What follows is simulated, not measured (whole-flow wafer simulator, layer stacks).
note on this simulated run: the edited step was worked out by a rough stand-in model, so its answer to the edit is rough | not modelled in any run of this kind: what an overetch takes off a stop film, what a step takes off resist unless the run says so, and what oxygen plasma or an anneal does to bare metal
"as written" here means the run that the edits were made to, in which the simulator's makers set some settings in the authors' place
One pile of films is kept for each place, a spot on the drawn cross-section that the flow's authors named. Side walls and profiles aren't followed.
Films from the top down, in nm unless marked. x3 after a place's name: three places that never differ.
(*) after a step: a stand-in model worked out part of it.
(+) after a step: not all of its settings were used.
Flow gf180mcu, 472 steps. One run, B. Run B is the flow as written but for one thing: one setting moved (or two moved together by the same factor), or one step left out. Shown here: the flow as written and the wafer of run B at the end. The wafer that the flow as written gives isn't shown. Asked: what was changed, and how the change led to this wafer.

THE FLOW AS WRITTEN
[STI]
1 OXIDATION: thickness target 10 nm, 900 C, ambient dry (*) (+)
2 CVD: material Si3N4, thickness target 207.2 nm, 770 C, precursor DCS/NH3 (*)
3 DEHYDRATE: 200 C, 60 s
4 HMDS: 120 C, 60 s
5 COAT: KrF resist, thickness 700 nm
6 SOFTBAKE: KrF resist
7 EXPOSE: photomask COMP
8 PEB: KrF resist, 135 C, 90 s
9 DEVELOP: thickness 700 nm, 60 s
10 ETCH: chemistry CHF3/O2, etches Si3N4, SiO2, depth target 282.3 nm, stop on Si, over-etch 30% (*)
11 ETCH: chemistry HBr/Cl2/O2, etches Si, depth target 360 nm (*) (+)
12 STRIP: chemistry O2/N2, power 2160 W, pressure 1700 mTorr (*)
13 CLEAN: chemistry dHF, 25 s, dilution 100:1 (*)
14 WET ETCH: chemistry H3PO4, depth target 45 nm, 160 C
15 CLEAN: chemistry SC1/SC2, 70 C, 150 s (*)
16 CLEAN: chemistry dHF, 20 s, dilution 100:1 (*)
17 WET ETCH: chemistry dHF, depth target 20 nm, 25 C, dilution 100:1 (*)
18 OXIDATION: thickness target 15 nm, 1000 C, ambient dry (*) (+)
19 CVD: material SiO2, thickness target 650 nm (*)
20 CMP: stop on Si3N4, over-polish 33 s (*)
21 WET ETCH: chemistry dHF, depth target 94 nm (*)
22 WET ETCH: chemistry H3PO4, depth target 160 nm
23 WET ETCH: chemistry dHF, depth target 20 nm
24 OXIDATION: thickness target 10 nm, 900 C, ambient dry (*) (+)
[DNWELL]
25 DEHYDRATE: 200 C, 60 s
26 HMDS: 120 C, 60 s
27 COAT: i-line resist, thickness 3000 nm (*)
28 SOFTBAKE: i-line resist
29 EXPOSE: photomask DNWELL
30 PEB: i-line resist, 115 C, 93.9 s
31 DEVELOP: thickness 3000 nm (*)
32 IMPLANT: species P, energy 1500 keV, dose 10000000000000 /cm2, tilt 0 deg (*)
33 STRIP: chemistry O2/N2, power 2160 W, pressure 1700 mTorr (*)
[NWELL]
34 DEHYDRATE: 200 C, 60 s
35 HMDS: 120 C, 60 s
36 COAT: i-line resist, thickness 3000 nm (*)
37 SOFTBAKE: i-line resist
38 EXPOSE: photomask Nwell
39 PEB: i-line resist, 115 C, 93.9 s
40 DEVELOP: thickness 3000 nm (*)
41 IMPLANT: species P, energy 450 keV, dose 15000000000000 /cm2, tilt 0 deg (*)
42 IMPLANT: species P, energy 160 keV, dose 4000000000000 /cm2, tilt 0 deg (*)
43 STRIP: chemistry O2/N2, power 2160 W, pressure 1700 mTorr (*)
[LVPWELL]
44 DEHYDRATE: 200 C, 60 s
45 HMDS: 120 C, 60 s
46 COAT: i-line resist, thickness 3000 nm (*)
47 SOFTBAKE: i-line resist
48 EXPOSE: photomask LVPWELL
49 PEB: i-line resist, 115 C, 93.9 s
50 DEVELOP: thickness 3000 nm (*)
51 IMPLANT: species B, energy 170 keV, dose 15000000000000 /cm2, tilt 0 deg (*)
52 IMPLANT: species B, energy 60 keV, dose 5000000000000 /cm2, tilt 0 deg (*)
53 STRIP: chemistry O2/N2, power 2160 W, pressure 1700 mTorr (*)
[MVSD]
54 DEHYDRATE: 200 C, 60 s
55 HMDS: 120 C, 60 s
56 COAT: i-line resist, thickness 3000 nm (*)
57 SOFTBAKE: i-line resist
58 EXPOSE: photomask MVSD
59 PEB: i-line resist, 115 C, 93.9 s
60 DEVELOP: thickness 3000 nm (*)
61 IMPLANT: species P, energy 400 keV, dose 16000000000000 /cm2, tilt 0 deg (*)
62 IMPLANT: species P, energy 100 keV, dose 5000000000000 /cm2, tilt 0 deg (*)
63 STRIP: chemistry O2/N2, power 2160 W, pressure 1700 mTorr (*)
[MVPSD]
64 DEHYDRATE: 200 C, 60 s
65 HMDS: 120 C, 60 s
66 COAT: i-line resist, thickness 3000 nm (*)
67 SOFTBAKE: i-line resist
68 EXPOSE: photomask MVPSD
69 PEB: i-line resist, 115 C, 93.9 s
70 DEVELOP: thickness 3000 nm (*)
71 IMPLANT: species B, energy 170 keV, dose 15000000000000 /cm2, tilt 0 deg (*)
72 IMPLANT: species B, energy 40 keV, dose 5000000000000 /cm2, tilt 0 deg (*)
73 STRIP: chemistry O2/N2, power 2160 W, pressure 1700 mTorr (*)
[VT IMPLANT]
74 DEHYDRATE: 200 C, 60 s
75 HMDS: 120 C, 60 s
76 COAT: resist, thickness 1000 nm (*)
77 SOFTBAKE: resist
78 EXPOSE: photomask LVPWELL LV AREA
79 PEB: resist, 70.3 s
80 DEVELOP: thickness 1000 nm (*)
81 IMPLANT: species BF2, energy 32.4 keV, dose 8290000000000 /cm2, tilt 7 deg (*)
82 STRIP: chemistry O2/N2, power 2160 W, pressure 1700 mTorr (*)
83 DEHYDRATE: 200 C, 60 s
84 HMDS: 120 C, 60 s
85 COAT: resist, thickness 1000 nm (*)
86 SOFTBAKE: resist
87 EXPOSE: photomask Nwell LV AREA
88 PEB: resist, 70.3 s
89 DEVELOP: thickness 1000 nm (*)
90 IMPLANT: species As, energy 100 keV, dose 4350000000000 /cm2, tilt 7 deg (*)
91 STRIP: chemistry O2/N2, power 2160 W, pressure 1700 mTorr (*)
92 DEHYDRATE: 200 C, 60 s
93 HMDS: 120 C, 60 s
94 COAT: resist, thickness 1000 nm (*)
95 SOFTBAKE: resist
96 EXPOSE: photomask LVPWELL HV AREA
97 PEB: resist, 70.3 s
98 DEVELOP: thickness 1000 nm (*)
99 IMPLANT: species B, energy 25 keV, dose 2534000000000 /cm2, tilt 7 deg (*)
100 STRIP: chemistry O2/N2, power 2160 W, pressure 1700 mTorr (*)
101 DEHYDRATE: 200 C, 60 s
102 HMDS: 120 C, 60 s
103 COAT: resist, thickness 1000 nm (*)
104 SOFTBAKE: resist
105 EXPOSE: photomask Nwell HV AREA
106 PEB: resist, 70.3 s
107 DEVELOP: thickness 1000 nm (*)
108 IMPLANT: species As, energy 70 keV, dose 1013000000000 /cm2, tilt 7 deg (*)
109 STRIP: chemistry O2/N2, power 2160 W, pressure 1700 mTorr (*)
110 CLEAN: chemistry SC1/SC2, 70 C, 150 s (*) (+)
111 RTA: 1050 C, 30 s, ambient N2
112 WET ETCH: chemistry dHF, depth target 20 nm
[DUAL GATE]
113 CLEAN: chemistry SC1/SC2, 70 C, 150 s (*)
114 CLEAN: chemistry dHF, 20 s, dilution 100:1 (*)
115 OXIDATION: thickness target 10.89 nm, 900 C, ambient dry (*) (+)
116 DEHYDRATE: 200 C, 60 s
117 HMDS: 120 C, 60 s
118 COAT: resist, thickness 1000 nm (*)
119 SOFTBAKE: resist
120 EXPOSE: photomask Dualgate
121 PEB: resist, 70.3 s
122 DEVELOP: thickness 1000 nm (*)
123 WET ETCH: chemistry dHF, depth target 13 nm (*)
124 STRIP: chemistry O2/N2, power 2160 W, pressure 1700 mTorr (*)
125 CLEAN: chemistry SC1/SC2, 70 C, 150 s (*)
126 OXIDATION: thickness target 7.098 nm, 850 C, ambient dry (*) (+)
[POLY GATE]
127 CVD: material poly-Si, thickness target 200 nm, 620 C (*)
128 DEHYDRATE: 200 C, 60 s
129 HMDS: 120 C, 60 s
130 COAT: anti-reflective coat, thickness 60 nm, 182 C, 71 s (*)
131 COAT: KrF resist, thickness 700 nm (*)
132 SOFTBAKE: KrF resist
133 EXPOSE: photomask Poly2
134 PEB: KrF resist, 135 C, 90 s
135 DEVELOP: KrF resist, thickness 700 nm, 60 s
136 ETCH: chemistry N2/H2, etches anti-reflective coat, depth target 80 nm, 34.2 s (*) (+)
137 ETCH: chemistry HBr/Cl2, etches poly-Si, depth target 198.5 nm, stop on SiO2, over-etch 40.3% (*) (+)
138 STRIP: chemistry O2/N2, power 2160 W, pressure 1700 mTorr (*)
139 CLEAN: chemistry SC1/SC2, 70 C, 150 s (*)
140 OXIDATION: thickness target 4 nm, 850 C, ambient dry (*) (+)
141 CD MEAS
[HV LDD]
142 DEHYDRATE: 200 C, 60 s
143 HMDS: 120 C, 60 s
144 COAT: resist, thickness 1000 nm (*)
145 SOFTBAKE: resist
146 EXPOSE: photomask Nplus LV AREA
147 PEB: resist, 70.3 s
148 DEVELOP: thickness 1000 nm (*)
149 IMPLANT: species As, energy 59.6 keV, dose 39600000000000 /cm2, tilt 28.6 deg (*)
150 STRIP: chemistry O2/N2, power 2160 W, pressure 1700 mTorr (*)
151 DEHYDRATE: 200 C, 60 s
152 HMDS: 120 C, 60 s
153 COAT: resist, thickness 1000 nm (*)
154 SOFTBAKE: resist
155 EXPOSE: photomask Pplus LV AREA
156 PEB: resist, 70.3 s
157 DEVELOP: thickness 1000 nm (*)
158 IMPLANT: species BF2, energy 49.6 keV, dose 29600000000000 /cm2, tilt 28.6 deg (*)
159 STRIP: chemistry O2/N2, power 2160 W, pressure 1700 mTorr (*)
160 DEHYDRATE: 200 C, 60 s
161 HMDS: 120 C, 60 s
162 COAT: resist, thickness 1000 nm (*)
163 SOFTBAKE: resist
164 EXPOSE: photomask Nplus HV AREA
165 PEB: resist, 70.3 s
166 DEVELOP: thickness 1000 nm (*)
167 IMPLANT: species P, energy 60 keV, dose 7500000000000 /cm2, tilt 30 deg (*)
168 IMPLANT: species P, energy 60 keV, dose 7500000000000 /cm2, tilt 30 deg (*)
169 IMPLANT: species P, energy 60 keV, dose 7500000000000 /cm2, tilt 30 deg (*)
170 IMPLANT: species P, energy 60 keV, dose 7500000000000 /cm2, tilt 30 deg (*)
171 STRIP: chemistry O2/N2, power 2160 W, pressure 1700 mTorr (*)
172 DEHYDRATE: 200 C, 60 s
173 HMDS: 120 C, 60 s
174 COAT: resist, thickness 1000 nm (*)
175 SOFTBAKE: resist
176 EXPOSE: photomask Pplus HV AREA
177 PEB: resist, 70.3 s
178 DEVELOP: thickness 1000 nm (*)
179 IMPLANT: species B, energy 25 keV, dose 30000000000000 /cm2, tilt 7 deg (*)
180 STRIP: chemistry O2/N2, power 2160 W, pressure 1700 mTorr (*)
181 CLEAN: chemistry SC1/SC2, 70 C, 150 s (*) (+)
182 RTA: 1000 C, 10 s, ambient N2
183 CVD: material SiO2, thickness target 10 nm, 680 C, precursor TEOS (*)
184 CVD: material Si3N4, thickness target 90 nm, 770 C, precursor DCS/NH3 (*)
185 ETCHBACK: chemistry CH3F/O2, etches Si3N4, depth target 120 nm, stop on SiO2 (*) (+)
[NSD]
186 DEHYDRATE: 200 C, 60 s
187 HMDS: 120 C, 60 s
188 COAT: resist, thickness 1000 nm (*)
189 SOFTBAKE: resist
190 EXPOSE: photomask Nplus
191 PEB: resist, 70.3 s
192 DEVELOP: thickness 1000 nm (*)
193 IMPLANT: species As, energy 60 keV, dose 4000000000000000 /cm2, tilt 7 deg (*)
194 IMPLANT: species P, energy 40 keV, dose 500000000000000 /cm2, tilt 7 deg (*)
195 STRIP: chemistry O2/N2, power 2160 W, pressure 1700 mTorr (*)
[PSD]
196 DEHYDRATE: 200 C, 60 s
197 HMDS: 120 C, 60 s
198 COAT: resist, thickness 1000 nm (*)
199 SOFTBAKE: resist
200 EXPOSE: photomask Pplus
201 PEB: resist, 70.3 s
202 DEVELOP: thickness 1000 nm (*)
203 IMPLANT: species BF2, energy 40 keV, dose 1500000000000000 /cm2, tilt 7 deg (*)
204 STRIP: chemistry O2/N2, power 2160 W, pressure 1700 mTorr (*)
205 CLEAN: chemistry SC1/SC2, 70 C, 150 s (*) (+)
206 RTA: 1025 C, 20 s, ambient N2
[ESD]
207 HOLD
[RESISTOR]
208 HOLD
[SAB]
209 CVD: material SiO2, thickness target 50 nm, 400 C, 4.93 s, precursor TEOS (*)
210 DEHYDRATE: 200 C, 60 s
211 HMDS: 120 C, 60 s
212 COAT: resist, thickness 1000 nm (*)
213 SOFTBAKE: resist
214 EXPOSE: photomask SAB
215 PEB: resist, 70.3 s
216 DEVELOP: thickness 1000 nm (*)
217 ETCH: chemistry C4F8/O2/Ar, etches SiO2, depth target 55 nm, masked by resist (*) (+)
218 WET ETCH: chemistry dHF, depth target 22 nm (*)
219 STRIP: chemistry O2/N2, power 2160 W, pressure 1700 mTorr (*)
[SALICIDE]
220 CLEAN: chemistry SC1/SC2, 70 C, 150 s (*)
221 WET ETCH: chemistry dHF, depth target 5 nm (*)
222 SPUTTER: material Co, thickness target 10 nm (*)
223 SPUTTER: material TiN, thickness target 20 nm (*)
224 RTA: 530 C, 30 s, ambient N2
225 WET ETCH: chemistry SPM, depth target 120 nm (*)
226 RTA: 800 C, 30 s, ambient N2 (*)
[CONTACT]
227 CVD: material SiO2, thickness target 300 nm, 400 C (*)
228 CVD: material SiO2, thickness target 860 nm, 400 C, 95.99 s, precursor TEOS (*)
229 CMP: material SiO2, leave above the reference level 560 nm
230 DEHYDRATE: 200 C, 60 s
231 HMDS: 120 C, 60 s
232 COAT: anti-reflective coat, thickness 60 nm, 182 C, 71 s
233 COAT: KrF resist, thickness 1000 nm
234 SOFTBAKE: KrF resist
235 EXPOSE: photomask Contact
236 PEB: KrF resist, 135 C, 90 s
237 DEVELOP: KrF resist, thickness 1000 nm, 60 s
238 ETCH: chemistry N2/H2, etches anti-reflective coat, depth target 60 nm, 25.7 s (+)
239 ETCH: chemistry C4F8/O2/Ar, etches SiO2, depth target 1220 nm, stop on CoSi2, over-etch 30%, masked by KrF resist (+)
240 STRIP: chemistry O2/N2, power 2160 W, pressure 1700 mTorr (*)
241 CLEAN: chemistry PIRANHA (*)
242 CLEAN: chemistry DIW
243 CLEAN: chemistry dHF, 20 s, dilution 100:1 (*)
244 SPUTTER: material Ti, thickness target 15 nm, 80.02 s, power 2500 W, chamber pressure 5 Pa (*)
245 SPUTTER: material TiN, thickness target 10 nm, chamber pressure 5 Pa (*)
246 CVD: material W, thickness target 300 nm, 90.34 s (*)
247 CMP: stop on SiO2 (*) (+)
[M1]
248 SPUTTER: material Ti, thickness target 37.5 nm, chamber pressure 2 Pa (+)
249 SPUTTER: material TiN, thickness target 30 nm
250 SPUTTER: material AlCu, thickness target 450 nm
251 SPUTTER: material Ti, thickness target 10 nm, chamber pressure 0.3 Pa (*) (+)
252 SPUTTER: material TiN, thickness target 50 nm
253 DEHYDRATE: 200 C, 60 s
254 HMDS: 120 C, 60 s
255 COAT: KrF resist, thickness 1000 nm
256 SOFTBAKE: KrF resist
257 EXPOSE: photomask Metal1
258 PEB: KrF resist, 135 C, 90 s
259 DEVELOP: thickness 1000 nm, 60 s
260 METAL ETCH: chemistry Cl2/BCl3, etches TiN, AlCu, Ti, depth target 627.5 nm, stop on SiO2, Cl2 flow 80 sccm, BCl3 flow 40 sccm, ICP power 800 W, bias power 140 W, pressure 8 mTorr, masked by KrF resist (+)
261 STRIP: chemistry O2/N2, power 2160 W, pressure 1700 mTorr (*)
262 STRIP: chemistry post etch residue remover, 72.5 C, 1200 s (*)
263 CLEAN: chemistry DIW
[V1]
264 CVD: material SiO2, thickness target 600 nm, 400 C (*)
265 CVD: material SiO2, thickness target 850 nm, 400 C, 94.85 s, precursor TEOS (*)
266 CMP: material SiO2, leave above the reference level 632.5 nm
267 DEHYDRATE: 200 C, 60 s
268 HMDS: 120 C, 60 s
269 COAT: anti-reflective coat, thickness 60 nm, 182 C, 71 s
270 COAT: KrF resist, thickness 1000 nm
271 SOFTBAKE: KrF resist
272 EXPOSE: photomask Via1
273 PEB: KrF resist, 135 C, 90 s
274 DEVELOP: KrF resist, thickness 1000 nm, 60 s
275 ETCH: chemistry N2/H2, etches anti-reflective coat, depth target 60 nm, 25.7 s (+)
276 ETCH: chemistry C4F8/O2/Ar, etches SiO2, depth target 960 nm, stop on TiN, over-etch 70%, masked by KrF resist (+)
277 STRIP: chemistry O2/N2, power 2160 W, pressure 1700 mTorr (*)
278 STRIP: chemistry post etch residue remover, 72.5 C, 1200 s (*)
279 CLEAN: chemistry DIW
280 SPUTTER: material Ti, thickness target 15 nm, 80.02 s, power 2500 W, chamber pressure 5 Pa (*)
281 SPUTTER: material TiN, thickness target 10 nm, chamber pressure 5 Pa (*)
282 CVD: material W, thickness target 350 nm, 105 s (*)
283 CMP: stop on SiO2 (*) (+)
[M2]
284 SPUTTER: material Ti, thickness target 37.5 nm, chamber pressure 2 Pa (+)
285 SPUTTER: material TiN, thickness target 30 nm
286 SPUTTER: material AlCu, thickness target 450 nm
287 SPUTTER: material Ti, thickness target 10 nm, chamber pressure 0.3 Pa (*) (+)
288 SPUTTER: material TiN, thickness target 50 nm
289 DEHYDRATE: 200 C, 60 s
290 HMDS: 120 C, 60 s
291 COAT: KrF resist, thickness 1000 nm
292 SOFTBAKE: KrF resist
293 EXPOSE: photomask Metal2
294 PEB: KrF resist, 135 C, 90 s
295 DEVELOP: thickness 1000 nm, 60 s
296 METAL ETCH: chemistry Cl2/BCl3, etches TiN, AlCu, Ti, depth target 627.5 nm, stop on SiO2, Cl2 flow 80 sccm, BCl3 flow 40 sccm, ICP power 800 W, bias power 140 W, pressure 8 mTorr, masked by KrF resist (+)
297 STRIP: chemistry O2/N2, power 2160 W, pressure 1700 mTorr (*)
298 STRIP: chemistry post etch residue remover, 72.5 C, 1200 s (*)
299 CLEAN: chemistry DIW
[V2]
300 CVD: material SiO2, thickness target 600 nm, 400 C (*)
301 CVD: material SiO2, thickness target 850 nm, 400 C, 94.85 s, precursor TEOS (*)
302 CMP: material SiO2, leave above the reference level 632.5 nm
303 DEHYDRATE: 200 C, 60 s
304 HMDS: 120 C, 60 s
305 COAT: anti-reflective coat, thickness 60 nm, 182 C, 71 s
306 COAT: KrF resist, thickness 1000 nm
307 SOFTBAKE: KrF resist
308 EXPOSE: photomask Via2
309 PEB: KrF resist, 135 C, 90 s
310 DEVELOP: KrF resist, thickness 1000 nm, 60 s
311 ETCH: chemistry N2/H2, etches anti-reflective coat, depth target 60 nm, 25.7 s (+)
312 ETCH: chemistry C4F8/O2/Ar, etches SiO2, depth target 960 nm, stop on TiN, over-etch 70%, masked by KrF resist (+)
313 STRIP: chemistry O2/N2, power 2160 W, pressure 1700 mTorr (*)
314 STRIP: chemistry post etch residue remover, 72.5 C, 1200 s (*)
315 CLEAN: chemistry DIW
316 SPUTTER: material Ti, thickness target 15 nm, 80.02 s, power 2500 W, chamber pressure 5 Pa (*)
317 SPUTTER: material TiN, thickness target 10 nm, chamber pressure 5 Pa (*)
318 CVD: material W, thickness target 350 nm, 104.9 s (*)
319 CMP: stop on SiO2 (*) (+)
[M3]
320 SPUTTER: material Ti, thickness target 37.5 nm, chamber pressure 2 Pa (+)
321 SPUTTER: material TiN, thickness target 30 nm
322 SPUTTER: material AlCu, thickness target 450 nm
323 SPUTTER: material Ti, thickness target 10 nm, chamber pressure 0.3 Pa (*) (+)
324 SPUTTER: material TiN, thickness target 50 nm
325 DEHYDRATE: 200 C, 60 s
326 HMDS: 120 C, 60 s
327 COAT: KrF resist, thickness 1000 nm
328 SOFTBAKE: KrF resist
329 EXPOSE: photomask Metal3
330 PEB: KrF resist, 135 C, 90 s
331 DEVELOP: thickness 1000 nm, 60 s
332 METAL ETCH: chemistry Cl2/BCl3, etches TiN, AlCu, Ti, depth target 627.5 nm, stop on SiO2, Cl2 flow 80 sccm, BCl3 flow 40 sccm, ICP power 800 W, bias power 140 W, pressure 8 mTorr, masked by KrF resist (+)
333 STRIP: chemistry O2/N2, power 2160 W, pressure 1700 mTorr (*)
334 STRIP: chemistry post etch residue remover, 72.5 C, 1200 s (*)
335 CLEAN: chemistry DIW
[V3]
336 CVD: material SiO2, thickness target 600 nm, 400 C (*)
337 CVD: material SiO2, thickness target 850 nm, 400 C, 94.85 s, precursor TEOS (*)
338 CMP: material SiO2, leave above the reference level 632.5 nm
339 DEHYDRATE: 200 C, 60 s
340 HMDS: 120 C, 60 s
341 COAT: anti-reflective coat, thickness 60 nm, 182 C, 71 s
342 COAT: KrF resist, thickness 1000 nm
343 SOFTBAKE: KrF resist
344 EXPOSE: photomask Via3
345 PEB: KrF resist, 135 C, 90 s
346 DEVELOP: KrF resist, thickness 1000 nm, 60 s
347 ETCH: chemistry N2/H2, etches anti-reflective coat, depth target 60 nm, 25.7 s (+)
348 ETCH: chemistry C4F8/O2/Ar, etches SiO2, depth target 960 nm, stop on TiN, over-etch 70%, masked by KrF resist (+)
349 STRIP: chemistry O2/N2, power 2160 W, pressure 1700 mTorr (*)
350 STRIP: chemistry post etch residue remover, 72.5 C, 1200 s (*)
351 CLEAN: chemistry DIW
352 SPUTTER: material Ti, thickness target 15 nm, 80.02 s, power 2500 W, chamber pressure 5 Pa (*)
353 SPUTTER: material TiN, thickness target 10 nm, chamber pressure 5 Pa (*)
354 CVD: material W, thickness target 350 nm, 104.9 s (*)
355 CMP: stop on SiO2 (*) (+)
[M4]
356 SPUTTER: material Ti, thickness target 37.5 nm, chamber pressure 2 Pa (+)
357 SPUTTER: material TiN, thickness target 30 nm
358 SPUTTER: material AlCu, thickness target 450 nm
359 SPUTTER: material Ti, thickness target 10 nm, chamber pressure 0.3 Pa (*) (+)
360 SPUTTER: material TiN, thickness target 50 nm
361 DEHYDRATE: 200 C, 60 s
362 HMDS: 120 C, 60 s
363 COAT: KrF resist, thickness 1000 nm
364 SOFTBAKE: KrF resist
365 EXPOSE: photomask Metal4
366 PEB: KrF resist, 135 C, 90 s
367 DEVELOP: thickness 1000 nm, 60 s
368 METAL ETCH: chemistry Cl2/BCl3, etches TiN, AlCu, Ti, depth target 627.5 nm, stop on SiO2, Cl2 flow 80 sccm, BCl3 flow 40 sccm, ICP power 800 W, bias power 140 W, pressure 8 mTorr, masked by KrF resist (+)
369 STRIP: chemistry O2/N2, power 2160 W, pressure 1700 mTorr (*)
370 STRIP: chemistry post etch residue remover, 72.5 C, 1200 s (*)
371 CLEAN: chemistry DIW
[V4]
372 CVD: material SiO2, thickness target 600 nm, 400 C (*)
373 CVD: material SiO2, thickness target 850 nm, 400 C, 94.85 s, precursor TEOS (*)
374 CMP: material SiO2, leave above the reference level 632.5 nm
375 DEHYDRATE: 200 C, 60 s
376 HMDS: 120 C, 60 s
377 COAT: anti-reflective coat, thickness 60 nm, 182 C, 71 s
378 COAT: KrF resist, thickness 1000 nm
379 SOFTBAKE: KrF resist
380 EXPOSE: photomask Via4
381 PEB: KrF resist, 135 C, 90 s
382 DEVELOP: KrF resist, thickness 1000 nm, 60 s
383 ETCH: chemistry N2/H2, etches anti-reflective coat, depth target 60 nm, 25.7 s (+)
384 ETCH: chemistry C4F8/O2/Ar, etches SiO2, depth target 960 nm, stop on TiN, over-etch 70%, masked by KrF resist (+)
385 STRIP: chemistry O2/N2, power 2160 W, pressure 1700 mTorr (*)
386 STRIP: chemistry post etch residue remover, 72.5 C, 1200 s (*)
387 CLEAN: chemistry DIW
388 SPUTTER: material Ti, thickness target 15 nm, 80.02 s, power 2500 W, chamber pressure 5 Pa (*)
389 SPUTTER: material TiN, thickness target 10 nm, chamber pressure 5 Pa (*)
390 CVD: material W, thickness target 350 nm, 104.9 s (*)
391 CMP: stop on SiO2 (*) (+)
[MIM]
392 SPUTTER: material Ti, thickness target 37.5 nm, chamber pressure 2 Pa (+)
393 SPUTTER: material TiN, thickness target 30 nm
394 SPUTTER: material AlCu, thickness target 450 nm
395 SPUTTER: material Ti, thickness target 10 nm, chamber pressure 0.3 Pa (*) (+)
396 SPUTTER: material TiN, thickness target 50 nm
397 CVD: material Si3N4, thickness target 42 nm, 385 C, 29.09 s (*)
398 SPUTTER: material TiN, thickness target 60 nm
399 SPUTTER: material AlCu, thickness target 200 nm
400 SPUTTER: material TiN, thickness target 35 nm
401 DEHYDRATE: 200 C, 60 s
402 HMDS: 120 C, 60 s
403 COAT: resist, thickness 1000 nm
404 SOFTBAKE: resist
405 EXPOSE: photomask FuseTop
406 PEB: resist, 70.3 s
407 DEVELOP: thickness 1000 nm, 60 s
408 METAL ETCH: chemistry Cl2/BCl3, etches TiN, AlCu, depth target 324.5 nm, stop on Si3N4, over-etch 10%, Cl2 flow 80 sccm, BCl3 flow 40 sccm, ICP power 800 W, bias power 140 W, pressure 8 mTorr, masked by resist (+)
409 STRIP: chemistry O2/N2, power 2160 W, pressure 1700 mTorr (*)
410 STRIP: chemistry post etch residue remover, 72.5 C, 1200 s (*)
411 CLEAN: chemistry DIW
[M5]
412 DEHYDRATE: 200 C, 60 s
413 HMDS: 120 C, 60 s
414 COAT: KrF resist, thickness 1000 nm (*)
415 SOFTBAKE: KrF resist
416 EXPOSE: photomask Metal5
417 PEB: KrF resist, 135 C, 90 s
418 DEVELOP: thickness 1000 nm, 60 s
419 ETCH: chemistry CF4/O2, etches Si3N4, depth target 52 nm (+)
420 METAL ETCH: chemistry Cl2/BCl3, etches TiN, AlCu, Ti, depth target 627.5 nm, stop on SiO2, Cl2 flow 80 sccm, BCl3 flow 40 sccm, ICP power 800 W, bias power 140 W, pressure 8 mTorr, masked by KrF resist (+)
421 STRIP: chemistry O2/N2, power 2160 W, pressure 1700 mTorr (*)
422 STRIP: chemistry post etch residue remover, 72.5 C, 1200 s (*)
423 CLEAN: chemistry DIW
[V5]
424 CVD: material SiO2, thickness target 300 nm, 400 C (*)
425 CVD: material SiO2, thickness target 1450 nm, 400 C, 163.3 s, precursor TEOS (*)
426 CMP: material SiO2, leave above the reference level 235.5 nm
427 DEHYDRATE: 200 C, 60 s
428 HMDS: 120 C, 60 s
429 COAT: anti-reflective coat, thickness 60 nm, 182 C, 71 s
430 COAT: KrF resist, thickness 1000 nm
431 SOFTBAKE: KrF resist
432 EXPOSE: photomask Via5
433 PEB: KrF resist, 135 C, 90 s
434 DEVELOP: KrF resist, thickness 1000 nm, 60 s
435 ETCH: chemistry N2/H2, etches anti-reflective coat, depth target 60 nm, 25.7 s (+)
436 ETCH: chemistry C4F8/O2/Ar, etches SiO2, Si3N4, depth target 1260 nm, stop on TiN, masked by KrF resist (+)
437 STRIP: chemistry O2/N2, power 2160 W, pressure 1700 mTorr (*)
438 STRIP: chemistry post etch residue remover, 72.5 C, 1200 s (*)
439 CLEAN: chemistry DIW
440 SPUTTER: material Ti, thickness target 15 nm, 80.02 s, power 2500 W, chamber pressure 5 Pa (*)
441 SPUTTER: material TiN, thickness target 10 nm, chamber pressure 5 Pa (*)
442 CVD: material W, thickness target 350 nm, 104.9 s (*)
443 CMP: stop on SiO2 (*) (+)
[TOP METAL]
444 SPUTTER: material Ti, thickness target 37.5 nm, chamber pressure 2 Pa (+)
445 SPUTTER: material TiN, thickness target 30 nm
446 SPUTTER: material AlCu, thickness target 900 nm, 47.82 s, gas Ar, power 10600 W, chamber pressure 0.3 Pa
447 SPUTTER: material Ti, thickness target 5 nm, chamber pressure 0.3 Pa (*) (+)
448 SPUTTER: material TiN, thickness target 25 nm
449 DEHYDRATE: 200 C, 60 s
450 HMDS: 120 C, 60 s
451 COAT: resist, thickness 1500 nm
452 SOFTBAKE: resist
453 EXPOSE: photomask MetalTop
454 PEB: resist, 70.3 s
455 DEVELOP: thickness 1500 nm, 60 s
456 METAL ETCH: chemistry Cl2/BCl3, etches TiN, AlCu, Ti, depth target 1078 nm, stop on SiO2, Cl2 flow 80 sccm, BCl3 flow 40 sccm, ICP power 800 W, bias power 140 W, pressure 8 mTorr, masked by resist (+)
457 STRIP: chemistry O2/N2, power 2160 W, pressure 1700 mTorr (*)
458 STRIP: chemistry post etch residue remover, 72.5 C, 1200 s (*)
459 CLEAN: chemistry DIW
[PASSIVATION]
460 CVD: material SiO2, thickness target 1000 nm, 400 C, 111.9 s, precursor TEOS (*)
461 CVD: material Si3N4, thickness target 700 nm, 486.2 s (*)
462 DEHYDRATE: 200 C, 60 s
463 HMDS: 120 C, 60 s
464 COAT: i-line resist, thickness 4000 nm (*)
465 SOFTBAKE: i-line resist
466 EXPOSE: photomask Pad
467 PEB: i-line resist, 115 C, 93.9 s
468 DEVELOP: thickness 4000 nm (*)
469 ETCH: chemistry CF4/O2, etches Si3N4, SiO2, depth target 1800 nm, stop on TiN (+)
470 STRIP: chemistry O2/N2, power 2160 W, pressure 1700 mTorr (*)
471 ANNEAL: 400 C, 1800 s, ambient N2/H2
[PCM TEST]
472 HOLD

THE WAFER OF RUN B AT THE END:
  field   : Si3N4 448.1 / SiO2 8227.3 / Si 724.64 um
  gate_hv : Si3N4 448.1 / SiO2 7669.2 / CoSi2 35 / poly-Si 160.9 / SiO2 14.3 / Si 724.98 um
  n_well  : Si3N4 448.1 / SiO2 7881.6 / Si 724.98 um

The cause: step 461, CVD: thickness target 448 nm was run, where the flow has thickness target 700 nm; step 461, CVD: 311.2 s was run, where the flow has 486.2 s.

How the change led to this, step by step:
  461 CVD: material Si3N4, thickness target 700 nm, 486.2 s (*)
      field, field__w1, field__w2 and 109 more: Si3N4 +448.1 (new film) (as written it would be: Si3N4 +700 (new film))
  465 SOFTBAKE: i-line resist
      ld_acc_p, ld_fp_p, ld_drift_p: i-line resist +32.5 (as written it would be: i-line resist +33.8)
      field__w11, field__w13: i-line resist +36.4 (as written it would be: i-line resist +37.6)
      (and at 48 more places)
  469 ETCH: chemistry CF4/O2, etches Si3N4, SiO2, depth target 1800 nm, stop on TiN (+)
      pad: Si3N4 -448.1 (all of it), SiO2 -1000 (all of it) (as written it would be: Si3N4 -700 (all of it), SiO2 -1000 (all of it))
